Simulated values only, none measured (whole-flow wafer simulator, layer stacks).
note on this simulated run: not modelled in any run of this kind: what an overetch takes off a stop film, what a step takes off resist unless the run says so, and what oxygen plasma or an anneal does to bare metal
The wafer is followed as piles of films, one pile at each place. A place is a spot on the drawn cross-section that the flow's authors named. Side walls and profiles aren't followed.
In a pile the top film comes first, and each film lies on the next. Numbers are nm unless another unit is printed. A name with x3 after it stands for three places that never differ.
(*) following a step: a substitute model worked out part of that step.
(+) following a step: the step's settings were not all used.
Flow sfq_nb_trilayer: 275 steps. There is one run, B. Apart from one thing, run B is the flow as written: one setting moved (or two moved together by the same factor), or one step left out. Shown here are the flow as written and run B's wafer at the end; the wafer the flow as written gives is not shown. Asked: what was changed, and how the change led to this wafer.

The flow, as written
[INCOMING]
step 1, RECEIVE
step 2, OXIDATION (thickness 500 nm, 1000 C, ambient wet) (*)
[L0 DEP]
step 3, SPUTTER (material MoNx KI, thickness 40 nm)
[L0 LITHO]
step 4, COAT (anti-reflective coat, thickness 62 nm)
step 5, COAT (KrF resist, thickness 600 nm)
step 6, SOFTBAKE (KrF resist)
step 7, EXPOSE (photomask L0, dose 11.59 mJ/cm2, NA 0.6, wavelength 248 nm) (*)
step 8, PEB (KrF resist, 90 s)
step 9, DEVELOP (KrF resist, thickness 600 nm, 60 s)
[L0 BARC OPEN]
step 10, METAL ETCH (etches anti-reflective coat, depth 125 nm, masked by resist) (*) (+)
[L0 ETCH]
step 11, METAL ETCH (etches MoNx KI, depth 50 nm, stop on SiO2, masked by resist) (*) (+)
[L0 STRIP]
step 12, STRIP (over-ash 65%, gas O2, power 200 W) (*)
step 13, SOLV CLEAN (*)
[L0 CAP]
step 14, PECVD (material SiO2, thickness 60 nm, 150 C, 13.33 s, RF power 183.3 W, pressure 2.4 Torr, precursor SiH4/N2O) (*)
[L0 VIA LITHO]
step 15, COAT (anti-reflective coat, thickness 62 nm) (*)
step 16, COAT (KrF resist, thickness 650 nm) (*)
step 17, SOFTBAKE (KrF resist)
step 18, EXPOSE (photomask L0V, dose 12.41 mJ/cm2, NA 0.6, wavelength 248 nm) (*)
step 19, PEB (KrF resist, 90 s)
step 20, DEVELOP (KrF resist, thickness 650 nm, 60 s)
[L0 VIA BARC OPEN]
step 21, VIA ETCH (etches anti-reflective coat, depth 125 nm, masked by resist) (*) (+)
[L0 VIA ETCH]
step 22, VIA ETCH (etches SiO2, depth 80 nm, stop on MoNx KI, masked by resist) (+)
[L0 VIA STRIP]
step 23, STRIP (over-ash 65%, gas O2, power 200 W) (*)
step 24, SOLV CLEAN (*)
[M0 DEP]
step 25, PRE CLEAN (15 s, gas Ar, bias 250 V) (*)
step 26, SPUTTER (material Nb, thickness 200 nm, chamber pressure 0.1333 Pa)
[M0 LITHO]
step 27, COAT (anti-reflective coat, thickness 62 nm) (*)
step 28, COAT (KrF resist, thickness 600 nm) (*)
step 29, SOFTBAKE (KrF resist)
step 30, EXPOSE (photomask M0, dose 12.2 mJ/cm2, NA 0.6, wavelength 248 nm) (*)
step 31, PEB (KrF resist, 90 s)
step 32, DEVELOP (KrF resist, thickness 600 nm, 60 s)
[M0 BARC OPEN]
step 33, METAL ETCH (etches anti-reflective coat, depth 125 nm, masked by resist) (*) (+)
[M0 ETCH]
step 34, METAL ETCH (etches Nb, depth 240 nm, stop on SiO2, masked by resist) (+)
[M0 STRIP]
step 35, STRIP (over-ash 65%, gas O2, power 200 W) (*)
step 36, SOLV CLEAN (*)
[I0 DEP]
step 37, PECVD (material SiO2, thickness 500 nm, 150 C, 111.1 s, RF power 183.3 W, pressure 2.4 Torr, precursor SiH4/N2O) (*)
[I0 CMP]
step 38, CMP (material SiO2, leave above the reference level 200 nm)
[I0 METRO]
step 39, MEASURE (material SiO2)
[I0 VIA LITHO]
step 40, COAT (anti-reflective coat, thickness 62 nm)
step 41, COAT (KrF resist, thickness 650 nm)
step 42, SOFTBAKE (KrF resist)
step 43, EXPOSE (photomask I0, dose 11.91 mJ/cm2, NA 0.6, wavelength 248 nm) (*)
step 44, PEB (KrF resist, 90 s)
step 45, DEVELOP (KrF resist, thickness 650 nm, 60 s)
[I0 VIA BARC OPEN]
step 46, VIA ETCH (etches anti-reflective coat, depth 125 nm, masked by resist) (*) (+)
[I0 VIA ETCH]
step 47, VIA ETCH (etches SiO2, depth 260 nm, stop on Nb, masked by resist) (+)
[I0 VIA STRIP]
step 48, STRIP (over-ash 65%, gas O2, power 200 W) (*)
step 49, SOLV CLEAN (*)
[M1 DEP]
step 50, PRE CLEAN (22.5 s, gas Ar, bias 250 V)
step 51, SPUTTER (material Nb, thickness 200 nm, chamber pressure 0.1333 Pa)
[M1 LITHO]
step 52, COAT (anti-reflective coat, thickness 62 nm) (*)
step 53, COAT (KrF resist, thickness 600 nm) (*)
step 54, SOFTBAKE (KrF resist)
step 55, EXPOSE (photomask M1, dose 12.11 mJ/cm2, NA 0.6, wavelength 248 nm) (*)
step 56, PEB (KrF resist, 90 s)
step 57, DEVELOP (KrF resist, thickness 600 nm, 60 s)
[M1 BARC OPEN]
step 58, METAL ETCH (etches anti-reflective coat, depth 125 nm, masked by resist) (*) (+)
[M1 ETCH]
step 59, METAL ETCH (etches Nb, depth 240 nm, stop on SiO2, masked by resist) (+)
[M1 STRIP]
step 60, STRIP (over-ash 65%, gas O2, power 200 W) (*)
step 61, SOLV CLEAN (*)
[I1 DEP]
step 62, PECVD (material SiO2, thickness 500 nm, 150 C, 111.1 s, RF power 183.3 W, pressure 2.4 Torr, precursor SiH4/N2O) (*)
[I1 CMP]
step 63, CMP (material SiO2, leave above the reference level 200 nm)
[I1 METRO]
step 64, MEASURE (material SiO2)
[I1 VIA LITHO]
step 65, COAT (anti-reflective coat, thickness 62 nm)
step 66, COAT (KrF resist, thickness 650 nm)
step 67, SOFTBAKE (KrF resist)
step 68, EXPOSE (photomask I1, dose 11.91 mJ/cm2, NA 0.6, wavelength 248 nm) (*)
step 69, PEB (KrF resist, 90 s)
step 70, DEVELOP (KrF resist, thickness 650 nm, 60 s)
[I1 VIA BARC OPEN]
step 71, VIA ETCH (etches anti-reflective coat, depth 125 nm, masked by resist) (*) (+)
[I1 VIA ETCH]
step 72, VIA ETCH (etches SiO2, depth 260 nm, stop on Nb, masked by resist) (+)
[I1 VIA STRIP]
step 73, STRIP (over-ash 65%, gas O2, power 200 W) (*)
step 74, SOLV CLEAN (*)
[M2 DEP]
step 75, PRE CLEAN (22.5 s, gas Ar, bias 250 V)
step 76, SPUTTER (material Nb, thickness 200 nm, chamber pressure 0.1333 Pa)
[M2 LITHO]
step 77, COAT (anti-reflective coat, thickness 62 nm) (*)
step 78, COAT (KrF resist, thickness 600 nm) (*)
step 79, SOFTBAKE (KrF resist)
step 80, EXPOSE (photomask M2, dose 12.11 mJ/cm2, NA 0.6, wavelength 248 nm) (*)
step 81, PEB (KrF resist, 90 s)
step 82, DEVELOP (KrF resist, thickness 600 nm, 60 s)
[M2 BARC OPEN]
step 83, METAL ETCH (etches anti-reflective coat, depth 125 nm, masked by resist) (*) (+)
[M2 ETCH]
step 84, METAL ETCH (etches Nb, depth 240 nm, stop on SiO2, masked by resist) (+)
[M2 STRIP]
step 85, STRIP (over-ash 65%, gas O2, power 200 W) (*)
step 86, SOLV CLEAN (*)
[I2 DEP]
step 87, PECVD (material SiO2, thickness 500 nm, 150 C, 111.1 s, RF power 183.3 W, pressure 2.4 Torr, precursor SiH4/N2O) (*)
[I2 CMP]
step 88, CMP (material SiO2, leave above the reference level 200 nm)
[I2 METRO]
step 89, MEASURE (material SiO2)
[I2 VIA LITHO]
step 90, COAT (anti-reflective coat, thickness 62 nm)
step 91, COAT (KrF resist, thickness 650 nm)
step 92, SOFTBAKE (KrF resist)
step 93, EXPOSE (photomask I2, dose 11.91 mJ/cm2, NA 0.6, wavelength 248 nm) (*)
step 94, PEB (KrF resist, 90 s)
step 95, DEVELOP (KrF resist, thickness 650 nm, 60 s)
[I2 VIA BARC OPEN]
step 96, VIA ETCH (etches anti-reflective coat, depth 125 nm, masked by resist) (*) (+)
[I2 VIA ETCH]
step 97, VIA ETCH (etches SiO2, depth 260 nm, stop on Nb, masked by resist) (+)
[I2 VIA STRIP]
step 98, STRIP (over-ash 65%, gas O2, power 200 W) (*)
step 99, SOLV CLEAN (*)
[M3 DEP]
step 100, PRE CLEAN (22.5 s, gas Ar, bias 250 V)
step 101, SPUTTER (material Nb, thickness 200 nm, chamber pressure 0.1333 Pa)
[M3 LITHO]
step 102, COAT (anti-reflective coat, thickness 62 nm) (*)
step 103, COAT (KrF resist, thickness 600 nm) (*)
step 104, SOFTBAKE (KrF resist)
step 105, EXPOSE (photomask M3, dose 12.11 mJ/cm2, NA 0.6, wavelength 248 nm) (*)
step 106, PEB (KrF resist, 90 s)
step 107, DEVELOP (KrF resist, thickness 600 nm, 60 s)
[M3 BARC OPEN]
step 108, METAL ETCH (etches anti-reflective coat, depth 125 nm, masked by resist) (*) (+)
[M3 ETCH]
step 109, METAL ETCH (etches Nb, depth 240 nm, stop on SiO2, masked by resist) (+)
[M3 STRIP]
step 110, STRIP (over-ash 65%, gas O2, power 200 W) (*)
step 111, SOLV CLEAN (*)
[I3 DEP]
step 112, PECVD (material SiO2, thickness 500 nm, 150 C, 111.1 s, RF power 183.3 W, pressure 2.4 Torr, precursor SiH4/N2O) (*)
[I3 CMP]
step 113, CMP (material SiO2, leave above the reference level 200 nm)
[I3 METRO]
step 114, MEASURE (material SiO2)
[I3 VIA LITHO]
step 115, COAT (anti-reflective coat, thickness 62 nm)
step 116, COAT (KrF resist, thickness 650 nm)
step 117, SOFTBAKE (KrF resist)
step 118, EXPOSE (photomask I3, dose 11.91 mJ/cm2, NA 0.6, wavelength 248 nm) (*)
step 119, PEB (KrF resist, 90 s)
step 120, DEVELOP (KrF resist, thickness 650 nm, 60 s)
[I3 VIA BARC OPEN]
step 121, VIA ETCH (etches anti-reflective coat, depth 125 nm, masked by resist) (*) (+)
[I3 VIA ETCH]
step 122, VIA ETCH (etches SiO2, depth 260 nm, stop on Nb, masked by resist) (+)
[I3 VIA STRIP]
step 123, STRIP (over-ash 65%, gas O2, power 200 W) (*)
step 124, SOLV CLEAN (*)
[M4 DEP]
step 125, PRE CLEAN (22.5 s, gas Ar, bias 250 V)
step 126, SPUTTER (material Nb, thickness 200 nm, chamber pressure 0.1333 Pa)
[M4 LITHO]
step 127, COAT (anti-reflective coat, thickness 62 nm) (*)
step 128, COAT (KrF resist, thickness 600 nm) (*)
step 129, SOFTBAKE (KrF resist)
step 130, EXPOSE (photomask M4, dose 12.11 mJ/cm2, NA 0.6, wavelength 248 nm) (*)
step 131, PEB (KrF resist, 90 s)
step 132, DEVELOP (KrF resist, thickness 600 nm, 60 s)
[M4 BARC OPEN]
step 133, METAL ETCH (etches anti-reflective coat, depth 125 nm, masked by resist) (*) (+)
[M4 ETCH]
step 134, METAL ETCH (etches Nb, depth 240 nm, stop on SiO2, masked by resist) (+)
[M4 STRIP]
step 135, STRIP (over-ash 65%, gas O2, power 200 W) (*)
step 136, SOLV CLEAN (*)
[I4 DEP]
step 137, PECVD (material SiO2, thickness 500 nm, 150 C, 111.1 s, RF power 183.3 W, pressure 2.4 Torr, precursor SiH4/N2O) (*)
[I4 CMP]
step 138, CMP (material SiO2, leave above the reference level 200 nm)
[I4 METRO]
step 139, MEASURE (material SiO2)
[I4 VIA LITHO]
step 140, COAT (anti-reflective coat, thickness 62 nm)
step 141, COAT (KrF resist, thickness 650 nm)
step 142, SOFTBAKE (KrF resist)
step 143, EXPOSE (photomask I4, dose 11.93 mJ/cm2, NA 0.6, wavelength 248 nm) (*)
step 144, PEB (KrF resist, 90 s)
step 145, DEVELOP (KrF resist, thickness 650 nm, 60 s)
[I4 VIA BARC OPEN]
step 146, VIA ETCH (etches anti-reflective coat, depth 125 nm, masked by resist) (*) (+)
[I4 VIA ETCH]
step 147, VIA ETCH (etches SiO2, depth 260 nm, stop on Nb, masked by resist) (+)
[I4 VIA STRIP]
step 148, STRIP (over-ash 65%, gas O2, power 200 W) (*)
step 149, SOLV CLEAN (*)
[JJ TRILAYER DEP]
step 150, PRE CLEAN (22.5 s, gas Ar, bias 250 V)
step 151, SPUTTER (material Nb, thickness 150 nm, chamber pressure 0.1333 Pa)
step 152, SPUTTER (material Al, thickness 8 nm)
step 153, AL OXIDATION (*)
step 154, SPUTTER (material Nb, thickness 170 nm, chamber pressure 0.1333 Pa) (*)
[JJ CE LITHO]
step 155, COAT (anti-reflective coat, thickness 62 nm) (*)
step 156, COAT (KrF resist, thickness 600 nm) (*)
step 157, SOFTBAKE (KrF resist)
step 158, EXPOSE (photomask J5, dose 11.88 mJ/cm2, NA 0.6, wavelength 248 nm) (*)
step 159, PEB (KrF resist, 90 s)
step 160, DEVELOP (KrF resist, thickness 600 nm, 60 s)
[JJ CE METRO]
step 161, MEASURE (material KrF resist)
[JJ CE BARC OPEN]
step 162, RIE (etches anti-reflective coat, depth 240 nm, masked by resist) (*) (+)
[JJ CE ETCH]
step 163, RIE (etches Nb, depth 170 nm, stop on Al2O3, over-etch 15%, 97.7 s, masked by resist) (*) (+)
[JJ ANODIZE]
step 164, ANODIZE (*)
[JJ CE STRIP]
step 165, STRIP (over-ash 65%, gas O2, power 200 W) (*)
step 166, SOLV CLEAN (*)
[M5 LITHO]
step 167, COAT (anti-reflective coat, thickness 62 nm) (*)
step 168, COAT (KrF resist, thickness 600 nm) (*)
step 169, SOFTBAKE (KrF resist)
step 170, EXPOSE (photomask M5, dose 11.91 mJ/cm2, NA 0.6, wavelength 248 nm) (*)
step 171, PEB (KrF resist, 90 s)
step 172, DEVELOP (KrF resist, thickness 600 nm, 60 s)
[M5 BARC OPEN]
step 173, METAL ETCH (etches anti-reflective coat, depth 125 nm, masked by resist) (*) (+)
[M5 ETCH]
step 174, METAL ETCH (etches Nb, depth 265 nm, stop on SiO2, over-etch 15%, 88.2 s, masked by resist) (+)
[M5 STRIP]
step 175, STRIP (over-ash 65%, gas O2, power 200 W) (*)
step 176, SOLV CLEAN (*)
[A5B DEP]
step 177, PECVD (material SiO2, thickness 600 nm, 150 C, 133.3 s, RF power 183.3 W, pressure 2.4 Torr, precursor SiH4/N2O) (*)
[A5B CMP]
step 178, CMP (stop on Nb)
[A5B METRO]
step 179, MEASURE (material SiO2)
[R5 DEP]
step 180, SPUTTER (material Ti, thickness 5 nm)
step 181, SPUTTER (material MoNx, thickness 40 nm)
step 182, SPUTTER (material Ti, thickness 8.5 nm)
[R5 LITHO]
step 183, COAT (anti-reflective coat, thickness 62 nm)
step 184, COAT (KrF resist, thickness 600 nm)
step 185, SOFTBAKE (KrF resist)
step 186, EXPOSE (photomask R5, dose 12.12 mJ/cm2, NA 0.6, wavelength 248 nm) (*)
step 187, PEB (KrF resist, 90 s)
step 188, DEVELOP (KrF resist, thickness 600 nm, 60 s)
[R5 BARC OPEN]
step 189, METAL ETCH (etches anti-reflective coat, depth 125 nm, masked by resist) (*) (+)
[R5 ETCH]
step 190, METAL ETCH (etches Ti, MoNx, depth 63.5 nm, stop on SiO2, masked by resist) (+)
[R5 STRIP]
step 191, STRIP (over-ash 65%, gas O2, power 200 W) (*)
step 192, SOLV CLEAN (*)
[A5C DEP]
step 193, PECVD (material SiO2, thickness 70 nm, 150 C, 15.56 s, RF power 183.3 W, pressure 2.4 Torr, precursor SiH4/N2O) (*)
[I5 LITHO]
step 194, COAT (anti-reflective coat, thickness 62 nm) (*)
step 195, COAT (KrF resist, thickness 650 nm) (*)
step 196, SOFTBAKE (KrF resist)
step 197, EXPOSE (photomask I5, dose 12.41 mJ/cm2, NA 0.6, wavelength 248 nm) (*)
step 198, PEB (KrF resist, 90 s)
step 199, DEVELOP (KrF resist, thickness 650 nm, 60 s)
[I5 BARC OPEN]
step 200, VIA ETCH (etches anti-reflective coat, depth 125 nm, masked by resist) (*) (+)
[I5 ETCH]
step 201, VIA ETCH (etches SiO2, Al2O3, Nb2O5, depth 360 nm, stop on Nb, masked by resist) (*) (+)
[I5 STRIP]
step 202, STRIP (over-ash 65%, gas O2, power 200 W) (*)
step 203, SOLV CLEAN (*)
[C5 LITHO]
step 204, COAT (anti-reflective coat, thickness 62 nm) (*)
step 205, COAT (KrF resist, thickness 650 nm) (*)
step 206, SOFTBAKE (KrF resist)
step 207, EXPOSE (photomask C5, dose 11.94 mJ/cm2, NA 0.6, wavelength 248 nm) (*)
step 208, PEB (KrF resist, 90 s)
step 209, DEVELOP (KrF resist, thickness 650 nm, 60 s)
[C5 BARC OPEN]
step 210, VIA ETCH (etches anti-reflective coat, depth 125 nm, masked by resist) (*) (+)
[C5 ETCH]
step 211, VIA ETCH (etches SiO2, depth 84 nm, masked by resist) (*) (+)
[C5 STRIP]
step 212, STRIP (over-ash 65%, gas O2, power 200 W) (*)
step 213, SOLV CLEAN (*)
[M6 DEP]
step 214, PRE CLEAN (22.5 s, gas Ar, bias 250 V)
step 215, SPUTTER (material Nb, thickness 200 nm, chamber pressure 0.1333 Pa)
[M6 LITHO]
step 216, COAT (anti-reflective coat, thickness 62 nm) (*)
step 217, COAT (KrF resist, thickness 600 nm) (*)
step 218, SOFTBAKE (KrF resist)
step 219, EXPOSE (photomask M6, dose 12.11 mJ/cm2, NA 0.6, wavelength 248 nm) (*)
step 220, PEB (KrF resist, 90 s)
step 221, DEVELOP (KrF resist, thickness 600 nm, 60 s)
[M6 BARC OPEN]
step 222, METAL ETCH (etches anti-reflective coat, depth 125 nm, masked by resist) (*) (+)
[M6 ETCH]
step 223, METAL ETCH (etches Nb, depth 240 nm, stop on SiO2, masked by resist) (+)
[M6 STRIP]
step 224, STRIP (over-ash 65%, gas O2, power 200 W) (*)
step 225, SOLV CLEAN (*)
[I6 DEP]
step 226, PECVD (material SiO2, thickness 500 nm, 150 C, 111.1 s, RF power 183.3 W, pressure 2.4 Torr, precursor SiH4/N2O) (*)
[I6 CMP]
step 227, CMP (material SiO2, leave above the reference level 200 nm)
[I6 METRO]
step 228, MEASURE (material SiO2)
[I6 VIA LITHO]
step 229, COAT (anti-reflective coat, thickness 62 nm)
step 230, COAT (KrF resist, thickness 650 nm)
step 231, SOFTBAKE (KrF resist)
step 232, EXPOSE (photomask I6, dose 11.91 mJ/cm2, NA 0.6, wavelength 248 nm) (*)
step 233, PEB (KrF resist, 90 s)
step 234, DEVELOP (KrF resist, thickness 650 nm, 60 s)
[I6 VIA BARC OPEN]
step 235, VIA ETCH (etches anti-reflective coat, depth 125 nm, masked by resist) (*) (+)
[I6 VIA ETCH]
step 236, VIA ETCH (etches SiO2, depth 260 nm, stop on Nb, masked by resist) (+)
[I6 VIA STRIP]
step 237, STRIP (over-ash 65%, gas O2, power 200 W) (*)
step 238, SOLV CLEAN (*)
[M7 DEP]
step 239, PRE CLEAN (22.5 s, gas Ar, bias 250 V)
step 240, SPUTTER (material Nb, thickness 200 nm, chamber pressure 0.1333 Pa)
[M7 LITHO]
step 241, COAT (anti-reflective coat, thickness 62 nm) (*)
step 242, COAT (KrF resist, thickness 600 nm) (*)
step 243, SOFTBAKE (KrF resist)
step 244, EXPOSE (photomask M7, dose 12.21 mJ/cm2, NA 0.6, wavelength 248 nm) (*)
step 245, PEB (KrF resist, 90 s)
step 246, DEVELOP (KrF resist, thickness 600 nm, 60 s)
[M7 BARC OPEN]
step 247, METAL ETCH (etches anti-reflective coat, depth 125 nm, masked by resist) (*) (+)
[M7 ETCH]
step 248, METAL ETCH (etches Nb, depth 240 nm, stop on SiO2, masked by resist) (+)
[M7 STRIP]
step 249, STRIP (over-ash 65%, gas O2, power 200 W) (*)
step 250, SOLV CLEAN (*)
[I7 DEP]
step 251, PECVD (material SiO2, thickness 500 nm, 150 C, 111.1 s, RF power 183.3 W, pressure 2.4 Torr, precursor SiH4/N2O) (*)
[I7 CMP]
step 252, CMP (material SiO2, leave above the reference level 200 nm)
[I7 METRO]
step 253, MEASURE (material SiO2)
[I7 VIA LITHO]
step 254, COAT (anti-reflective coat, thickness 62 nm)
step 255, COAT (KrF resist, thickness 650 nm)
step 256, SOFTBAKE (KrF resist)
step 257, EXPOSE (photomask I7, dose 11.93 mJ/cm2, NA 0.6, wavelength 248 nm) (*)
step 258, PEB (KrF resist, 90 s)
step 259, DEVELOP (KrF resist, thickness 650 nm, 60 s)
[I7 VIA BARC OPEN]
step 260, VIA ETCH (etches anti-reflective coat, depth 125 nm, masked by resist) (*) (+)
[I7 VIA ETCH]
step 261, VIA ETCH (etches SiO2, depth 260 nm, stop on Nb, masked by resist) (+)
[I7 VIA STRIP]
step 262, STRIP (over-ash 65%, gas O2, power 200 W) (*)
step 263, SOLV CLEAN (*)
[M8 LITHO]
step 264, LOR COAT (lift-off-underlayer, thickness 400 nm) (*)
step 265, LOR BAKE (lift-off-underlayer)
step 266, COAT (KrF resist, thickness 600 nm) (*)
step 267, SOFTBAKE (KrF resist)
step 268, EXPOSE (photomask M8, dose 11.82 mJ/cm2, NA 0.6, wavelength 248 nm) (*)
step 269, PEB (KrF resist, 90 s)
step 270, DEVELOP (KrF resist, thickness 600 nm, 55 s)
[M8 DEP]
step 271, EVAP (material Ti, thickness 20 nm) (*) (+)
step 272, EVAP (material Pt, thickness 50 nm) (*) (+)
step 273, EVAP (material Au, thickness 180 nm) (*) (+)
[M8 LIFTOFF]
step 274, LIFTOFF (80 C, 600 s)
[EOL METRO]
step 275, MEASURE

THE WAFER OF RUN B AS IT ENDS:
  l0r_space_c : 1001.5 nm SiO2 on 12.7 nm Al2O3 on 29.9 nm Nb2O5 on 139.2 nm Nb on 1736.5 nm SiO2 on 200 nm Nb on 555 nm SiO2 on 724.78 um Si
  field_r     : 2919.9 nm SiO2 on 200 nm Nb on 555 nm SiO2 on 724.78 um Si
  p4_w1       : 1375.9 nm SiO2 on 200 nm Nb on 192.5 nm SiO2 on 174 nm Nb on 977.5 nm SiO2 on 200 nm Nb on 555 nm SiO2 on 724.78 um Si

Cause: step 101, SPUTTER: thickness 174 nm was run, whereas the flow has thickness 200 nm.
The wafer lets one read it off: p4_w1 has Nb 174, and step 101 as written asks for 200 nm.

The path from the change to this, step by step:
  step 101, SPUTTER (material Nb, thickness 200 nm, chamber pressure 0.1333 Pa)
      field_l, v_sur, via_wl and 102 more: Nb gains 174 (new film) (it would be, as written: Nb gains 200 (new film))
      via_w: Nb gains 143.8 (it would be, as written: Nb gains 165.5)
  step 109, METAL ETCH (etches Nb, depth 240 nm, stop on SiO2, masked by resist) (+)
      field_l, be, be_sur and 72 more: Nb loses 174 (all of it) (it would be, as written: Nb loses 200 (all of it))
  step 112, PECVD (material SiO2, thickness 500 nm, 150 C, 111.1 s, RF power 183.3 W, pressure 2.4 Torr, precursor SiH4/N2O) (*)
      p4_g1, p4_g2, p3_s0, p3_s1, p3_s2, p3_s3, p3_s4, p3_s5: SiO2 gains 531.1 (it would be, as written: SiO2 gains 557.1)
  step 113, CMP (material SiO2, leave above the reference level 200 nm)
      field_l, be, be_sur and 64 more: SiO2 loses 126 (it would be, as written: SiO2 loses 100)
